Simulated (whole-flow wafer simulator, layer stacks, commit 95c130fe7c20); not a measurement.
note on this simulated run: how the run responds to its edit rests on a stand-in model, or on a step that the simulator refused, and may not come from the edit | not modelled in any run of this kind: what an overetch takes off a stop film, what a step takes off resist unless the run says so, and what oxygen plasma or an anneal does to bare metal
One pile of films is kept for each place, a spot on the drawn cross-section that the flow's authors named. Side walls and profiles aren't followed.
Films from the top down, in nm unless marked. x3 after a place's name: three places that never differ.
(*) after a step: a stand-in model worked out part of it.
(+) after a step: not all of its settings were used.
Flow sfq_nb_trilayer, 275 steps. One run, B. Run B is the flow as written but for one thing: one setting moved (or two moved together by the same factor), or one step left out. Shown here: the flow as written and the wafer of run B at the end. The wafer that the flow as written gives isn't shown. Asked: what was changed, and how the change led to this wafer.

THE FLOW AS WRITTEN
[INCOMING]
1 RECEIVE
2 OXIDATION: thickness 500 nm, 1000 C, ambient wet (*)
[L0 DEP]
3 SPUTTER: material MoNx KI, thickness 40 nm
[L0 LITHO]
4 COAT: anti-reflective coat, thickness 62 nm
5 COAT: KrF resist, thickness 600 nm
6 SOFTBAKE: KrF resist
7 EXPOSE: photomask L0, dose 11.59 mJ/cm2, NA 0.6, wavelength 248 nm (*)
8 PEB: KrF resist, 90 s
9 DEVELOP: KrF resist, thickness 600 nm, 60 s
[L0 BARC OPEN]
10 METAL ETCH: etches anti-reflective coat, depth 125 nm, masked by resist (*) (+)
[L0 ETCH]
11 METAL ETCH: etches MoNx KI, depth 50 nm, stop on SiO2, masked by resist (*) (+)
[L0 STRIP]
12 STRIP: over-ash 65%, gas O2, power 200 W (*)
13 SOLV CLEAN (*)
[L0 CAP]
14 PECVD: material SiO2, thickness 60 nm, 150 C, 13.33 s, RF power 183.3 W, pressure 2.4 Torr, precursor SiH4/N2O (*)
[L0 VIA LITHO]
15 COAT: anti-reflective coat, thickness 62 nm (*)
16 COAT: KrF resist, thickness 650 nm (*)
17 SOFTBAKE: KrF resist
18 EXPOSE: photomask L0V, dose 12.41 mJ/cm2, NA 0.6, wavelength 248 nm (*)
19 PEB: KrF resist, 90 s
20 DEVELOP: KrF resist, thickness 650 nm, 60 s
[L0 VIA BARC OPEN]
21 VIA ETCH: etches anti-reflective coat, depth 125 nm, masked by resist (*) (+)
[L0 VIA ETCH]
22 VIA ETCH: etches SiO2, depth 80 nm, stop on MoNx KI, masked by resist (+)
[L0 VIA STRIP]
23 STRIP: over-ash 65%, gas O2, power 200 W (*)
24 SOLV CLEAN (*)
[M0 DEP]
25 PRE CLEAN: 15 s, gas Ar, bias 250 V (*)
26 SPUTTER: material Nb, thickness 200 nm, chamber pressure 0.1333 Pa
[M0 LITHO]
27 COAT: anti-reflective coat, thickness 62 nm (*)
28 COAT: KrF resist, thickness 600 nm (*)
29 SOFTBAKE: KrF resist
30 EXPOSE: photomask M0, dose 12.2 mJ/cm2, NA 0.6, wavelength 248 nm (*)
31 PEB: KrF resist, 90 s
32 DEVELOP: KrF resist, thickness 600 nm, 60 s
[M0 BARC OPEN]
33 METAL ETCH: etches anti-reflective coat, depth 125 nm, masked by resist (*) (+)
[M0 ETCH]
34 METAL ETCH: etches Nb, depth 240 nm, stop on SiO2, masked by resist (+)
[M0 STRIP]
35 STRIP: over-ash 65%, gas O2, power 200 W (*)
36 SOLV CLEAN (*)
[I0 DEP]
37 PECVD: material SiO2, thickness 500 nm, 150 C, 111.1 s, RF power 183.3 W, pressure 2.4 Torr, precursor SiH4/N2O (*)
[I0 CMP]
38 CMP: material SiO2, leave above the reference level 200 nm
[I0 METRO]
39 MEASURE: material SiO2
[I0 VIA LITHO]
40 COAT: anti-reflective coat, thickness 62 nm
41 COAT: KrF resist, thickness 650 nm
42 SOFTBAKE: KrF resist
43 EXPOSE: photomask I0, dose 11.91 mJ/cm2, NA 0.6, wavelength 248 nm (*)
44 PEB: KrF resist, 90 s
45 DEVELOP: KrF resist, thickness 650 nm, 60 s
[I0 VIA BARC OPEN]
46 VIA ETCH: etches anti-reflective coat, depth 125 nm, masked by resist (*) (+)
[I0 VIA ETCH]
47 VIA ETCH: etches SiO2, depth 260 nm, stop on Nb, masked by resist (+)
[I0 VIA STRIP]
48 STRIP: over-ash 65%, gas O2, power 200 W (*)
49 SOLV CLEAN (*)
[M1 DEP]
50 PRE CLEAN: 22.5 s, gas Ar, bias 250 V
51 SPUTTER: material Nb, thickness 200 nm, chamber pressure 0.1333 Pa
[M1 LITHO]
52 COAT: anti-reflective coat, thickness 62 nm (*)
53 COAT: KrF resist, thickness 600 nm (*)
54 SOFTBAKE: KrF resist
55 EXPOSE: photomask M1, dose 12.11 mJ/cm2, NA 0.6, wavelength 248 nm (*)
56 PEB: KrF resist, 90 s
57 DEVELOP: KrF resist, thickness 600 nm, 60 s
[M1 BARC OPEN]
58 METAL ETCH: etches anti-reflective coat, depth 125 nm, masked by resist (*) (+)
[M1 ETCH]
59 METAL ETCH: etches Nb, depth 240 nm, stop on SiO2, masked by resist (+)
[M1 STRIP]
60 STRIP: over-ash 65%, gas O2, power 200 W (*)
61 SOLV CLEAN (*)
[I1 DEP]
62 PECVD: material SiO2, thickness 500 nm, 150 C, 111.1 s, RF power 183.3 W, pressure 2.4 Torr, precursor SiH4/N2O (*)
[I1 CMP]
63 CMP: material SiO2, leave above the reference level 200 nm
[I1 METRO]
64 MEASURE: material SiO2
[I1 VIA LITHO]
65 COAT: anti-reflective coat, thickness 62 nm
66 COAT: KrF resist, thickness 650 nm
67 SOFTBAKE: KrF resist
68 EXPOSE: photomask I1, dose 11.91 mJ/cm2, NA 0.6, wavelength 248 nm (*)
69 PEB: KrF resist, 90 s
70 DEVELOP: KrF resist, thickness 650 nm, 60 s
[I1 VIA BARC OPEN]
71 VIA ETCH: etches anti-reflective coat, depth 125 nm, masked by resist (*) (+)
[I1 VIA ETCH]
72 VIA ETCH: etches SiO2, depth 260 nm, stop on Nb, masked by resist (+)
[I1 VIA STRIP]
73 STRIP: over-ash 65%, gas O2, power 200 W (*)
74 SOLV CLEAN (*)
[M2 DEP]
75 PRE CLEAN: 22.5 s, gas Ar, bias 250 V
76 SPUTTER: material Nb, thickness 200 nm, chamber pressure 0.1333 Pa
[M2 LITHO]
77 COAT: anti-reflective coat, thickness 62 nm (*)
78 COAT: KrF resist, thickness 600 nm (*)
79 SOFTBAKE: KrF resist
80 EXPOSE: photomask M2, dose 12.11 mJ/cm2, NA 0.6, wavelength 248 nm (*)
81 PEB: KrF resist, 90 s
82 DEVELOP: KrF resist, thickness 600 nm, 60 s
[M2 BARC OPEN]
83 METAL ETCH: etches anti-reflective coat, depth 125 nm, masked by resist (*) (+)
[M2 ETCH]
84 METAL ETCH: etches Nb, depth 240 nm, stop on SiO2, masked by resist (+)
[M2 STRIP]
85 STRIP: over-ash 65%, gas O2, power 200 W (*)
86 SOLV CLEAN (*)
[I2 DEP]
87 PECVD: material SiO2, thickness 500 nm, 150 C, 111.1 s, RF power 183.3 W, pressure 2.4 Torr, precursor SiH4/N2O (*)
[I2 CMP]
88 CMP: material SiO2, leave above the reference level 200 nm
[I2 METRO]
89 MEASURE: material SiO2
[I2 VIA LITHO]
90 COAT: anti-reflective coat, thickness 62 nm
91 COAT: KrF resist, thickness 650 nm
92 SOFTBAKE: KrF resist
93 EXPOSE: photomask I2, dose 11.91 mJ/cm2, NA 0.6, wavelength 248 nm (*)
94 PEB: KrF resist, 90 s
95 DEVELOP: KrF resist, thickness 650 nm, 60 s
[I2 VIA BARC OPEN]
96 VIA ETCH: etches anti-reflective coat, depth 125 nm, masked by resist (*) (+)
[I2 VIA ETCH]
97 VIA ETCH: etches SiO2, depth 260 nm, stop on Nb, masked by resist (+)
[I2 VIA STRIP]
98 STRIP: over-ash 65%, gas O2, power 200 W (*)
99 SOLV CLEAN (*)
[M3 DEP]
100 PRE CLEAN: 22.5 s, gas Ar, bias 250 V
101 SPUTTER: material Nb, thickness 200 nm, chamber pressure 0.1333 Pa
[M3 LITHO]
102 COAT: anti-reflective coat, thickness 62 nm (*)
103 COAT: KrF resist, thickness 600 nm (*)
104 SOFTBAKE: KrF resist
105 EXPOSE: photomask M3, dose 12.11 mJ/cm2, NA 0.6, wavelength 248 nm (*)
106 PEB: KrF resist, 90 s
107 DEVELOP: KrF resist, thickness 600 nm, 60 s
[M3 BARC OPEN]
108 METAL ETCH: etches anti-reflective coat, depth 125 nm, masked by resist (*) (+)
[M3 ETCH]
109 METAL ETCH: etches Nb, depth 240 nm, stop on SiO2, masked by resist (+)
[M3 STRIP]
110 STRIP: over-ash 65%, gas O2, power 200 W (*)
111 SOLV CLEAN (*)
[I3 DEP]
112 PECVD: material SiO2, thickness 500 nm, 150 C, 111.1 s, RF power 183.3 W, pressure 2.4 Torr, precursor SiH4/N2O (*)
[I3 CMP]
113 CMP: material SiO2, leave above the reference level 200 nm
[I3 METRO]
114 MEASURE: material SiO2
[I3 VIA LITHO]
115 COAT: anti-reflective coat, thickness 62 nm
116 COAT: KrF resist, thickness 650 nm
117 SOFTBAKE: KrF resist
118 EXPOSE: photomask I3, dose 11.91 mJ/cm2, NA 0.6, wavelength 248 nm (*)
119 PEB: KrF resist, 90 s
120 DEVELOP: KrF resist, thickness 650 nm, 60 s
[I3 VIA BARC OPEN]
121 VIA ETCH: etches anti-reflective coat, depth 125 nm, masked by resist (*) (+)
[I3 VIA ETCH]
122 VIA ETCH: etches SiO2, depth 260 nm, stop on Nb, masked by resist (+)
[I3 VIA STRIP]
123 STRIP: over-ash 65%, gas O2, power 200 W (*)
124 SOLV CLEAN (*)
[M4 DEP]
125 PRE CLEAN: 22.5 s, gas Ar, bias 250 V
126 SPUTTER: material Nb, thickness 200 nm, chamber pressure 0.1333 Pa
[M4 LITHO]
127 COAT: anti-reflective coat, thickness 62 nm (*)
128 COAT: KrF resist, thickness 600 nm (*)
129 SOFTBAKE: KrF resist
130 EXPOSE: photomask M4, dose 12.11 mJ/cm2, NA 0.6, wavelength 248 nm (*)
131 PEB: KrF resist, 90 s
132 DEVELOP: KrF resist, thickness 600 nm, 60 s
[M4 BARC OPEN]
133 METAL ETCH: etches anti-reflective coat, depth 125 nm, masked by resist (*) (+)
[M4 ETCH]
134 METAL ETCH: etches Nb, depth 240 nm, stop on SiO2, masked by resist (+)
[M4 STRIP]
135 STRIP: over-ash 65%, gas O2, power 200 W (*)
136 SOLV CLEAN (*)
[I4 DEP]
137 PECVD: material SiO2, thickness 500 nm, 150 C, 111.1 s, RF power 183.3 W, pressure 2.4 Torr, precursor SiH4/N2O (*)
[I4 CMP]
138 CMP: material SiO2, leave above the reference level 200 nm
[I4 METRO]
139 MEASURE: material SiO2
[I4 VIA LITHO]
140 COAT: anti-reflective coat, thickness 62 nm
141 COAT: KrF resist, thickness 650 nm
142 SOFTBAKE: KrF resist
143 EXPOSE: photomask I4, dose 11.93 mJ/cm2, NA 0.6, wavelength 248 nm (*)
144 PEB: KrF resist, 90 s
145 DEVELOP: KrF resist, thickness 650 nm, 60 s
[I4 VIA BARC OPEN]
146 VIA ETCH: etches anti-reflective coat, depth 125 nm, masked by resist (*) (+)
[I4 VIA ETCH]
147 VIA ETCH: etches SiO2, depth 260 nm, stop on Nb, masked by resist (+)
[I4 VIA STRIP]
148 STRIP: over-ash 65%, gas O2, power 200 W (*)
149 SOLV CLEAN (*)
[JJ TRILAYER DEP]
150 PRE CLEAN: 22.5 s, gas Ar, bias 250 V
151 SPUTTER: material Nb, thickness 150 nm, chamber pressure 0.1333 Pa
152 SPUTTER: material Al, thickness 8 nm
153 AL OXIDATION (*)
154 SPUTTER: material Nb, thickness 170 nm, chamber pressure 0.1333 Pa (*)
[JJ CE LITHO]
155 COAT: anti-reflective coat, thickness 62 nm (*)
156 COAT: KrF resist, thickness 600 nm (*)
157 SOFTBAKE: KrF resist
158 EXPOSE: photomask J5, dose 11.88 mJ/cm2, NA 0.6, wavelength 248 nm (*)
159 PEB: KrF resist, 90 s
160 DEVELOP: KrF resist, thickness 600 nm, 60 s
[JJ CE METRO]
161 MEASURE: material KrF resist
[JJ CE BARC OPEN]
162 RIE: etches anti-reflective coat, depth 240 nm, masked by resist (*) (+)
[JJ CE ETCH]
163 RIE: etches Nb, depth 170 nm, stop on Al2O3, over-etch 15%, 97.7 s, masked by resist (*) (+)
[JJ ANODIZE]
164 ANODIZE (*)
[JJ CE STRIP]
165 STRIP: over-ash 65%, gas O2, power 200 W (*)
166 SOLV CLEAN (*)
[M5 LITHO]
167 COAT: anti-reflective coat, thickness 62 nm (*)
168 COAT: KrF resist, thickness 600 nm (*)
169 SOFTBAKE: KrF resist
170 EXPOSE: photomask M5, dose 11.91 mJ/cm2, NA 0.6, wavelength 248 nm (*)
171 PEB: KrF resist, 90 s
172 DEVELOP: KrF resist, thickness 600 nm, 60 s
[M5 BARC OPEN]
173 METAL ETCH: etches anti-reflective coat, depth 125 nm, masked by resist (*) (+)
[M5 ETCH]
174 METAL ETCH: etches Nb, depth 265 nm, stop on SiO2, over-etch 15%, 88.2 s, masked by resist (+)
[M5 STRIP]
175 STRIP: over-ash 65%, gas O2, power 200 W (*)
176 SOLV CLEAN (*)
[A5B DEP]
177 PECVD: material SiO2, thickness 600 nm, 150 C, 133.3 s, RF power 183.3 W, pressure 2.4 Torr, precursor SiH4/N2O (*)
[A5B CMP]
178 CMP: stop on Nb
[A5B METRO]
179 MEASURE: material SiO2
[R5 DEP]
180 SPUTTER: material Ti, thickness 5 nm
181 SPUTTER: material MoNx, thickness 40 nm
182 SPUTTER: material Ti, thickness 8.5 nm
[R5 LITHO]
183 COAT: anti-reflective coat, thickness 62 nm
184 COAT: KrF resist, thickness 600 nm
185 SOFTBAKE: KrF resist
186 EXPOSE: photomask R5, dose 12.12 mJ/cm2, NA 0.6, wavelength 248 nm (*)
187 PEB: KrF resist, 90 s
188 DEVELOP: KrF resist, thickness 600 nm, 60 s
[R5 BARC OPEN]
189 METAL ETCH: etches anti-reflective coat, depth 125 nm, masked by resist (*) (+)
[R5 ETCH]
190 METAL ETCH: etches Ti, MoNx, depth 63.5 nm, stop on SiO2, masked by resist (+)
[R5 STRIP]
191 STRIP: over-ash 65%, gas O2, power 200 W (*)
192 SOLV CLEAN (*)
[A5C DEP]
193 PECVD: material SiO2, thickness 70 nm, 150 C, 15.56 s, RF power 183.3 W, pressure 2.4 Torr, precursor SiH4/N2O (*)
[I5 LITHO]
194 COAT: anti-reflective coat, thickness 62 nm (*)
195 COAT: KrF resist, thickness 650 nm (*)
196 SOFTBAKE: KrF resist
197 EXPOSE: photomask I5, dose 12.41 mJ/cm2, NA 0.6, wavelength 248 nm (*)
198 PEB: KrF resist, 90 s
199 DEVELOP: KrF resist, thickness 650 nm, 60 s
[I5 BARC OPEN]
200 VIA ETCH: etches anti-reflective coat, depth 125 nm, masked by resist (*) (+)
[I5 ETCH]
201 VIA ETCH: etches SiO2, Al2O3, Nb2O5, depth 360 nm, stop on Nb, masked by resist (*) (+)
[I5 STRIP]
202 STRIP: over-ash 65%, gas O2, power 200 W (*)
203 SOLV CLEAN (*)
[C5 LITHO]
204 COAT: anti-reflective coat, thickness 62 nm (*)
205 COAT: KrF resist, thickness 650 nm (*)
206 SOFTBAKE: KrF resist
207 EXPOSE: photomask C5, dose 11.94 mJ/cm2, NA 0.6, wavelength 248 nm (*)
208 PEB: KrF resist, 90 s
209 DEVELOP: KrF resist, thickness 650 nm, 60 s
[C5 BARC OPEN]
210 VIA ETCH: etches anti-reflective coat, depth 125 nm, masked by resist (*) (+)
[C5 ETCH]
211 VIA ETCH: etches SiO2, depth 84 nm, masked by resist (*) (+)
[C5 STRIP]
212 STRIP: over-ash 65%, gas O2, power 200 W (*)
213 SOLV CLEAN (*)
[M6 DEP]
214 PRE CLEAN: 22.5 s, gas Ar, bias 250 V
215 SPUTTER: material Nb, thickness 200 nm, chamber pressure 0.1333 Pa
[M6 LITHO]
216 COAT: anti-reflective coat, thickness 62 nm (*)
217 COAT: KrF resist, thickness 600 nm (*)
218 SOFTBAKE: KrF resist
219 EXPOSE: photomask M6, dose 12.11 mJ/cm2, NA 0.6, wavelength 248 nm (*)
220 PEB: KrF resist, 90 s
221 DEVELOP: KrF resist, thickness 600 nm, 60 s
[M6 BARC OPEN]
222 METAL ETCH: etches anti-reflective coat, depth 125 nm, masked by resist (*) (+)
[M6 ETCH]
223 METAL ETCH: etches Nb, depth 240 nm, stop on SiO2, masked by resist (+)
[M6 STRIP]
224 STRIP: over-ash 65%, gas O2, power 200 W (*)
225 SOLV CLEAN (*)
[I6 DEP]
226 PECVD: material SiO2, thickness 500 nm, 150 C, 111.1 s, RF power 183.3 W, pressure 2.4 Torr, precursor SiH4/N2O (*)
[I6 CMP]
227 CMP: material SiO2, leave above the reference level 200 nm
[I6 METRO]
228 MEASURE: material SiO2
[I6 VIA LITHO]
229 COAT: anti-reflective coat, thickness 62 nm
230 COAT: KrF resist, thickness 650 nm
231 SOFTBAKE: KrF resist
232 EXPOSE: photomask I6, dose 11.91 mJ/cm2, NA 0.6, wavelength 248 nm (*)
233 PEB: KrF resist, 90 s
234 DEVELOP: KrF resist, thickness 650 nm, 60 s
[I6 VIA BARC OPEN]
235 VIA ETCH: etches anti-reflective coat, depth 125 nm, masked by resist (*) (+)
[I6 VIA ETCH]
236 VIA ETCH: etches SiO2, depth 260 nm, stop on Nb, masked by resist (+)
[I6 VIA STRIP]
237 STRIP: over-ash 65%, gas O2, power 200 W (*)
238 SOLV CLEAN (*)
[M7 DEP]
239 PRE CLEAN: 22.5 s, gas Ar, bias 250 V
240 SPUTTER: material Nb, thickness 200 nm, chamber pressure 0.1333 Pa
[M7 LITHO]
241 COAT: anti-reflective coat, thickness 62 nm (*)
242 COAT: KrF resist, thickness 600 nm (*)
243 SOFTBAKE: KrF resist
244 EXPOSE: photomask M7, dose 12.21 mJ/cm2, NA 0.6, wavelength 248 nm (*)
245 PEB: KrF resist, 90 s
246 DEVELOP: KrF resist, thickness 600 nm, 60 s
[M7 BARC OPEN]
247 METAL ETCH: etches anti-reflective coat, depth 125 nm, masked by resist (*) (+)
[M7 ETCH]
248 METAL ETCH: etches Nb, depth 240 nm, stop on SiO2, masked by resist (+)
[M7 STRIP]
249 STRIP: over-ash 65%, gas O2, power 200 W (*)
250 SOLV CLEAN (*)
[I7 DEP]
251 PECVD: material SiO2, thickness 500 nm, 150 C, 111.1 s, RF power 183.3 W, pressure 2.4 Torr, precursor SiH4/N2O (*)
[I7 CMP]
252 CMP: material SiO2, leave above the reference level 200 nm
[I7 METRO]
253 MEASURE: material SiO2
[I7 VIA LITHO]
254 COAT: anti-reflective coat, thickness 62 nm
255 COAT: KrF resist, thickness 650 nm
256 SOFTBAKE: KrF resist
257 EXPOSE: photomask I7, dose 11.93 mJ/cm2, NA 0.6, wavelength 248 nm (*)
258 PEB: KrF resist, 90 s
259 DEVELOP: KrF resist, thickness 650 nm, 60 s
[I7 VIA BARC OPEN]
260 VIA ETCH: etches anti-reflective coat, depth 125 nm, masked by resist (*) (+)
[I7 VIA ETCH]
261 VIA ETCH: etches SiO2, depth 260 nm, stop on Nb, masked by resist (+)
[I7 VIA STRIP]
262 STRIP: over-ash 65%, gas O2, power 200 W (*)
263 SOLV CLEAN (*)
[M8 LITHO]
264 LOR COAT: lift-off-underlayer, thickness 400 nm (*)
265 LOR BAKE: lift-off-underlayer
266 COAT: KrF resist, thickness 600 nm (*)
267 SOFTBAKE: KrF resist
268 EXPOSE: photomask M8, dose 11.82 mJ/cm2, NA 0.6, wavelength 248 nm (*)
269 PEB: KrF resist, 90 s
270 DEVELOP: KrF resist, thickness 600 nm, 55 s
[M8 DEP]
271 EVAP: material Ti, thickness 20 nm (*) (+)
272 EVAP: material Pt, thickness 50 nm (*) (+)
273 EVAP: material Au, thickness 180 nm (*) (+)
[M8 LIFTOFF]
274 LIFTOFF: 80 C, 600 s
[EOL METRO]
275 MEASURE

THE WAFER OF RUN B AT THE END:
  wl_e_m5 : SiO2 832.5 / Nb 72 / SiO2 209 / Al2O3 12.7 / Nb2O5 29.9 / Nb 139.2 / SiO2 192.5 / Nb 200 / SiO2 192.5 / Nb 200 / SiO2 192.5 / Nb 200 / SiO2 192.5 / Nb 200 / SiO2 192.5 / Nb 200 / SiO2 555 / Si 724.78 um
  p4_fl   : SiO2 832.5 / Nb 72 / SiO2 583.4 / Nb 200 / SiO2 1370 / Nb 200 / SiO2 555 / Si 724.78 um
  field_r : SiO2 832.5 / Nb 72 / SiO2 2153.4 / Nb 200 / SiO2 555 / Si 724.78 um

The cause: step 215, SPUTTER: thickness 312 nm was run, where the flow has thickness 200 nm.

How the change led to this, step by step:
  215 SPUTTER: material Nb, thickness 200 nm, chamber pressure 0.1333 Pa
      field_l, v_sur, via_wl and 100 more: Nb +312 (new film) (as written it would be: Nb +200 (new film))
      be: Nb +228 (as written it would be: Nb +147.3)
      (and at 2 more places)
  216 COAT: anti-reflective coat, thickness 62 nm (*)
      be: anti-reflective coat +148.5 (new film) (as written it would be: anti-reflective coat +136.7 (new film))
      be_sur: anti-reflective coat +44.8 (new film) (as written it would be: anti-reflective coat +43.8 (new film))
      (and at 2 more places)
  217 COAT: KrF resist, thickness 600 nm (*)
      be: KrF resist +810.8 (new film) (as written it would be: KrF resist +793.9 (new film))
  223 METAL ETCH: etches Nb, depth 240 nm, stop on SiO2, masked by resist (+)
      field_l, gap, moat and 76 more: Nb -240 (as written it would be: Nb -200 (all of it))
  224 STRIP: over-ash 65%, gas O2, power 200 W (*)
      be: KrF resist -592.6 (all of it), anti-reflective coat -148.5 (all of it) (as written it would be: KrF resist -575.8 (all of it), anti-reflective coat -136.7 (all of it))
      be_sur: KrF resist -368.6 (all of it), anti-reflective coat -44.8 (all of it) (as written it would be: KrF resist -371.2 (all of it), anti-reflective coat -43.8 (all of it))
      (and at 2 more places)
  226 PECVD: material SiO2, thickness 500 nm, 150 C, 111.1 s, RF power 183.3 W, pressure 2.4 Torr, precursor SiH4/N2O (*)
      field_l, p4_fl, p4_fm and 62 more: SiO2 +500 (new film) (as written it would be: SiO2 +500)
      moat, field_r, lsp_l, ln_m5, lsp_m: SiO2 +492.3 (new film) (as written it would be: SiO2 +493.6)
      (and at 10 more places)
  227 CMP: material SiO2, leave above the reference level 200 nm
      field_l, p4_fl, p4_fm and 59 more: SiO2 -60 (as written it would be: SiO2 -100)
      moat, field_r, lsp_l, ln_m5, lsp_m: SiO2 -52.3 (as written it would be: SiO2 -93.6)
      (and at 9 more places)
Counting metal films that touch as one body, wl_e_m5 has 7 bodies (between them, from the top down: SiO2 209 / Al2O3 12.7 / Nb2O5 29.9; SiO2 192.5; SiO2 192.5; SiO2 192.5; SiO2 192.5; SiO2 192.5); the flow as written gives 6 bodies (between them, from the top down: SiO2 192.5; SiO2 192.5; SiO2 192.5; SiO2 192.5; SiO2 192.5).
Counting metal films that touch as one body, p4_fl has 3 bodies (between them, from the top down: SiO2 583.4; SiO2 1370); the flow as written gives 2 bodies (between them, from the top down: SiO2 1370).
Counting metal films that touch as one body, field_r has 2 bodies (between them, from the top down: SiO2 2153.4); the flow as written gives 1 body.
